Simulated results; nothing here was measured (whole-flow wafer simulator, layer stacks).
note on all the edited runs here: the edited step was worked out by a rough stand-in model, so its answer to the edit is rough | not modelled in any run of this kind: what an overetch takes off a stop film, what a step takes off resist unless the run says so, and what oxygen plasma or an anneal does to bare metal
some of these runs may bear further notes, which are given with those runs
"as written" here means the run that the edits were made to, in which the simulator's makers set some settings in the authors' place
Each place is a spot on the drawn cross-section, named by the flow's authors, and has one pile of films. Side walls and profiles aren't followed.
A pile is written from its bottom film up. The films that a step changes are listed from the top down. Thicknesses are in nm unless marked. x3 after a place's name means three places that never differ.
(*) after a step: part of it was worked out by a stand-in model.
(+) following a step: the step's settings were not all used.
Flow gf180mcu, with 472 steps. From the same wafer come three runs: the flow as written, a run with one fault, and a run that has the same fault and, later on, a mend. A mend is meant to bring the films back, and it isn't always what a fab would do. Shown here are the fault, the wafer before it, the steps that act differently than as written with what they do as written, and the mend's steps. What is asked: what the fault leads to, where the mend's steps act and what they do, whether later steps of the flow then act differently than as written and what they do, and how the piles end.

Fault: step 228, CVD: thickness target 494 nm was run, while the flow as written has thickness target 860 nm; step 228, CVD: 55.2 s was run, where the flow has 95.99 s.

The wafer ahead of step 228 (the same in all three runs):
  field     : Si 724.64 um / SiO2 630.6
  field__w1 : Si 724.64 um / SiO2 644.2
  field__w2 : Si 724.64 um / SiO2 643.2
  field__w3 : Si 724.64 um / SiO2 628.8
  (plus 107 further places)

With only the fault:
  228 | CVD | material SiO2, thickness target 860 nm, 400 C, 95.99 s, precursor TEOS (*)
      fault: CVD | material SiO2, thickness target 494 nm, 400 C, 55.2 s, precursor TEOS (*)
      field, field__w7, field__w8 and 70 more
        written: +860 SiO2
        fault: +502.3 SiO2
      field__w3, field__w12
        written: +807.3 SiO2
        fault: +475.1 SiO2
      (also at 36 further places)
  Steps further on in the flow that do not act as written (not shown: 1 more step that differs only slightly, by at most 2% or 0.5 nm, whichever is larger):
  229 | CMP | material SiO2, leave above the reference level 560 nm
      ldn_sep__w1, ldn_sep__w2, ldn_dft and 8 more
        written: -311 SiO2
        fault: nothing
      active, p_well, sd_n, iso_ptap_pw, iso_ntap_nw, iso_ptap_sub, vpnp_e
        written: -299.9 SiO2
        fault: nothing
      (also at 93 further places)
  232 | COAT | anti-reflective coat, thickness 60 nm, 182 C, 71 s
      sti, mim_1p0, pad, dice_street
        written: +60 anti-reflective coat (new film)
        fault: +56.2 anti-reflective coat (new film)
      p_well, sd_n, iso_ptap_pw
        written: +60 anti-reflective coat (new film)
        fault: +53.1 anti-reflective coat (new film)
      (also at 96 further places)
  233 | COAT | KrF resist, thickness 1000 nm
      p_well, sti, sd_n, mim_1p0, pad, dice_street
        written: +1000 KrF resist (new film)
        fault: +1023.2 KrF resist (new film)
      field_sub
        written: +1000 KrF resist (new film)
        fault: +1021.3 KrF resist (new film)
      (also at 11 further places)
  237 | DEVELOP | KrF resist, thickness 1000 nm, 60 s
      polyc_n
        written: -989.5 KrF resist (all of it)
        fault: -964 KrF resist (all of it)
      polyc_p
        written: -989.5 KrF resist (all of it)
        fault: -964.3 KrF resist (all of it)
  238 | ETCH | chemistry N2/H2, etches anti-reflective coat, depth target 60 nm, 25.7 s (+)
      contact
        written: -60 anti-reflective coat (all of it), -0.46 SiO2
        fault: -74.7 anti-reflective coat (all of it)
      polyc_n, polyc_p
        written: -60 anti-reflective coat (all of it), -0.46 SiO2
        fault: -21.1 anti-reflective coat (all of it), -1.46 SiO2
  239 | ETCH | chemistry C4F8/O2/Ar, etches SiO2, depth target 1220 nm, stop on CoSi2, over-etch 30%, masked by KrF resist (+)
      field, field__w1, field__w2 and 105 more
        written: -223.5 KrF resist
        fault: -206.2 KrF resist
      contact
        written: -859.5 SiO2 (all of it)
        fault: -793 SiO2 (all of it)
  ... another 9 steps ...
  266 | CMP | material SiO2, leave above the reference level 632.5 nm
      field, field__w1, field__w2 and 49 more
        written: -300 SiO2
        fault: -287.7 SiO2
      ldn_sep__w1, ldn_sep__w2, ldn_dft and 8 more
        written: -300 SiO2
        fault: -288.7 SiO2
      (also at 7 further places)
  At field, field__w1, field__w2 and 70 more, the piles at the end differ from the flow's by more than 2% or 0.5 nm, whichever is larger.
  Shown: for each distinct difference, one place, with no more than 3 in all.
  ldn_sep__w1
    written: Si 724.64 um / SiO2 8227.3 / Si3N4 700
    fault: Si 724.64 um / SiO2 1153.6 / Ti 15 / TiN 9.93 / SiO2 7041.6 / Si3N4 700
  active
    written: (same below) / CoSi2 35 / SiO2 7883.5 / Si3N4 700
    fault: (same below) / CoSi2 35 / SiO2 798.8 / Ti 15 / TiN 10 / W 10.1 / SiO2 7042.5 / Si3N4 700
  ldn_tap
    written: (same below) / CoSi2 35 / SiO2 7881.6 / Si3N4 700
    fault: (same below) / CoSi2 35 / SiO2 798.8 / Ti 15 / TiN 10 / W 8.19 / SiO2 7042.5 / Si3N4 700

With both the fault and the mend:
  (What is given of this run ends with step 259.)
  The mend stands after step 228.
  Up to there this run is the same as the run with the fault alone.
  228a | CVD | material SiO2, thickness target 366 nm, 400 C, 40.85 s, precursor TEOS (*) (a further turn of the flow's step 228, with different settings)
      field, field__w7, field__w8 and 72 more
        +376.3 SiO2
      field_sub__w1, field_sub__w4, field_sub__w5
        +366.4 SiO2
      field__w1, contact
        +369.2 SiO2
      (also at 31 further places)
  Steps further on in the flow that do not act as written (not shown: 2 more steps that differ only slightly, by at most 2% or 0.5 nm, whichever is larger):
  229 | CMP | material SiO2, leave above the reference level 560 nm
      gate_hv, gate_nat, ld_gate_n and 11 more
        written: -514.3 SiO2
        mend: -532.9 SiO2
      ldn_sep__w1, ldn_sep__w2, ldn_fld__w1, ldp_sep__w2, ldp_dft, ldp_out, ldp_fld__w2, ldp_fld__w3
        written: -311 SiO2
        mend: -329.6 SiO2
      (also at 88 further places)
  Once step 259 is done, the piles differ only a little from the flow's at the places that both follow, at most by 2% or 0.5 nm, whichever is larger.
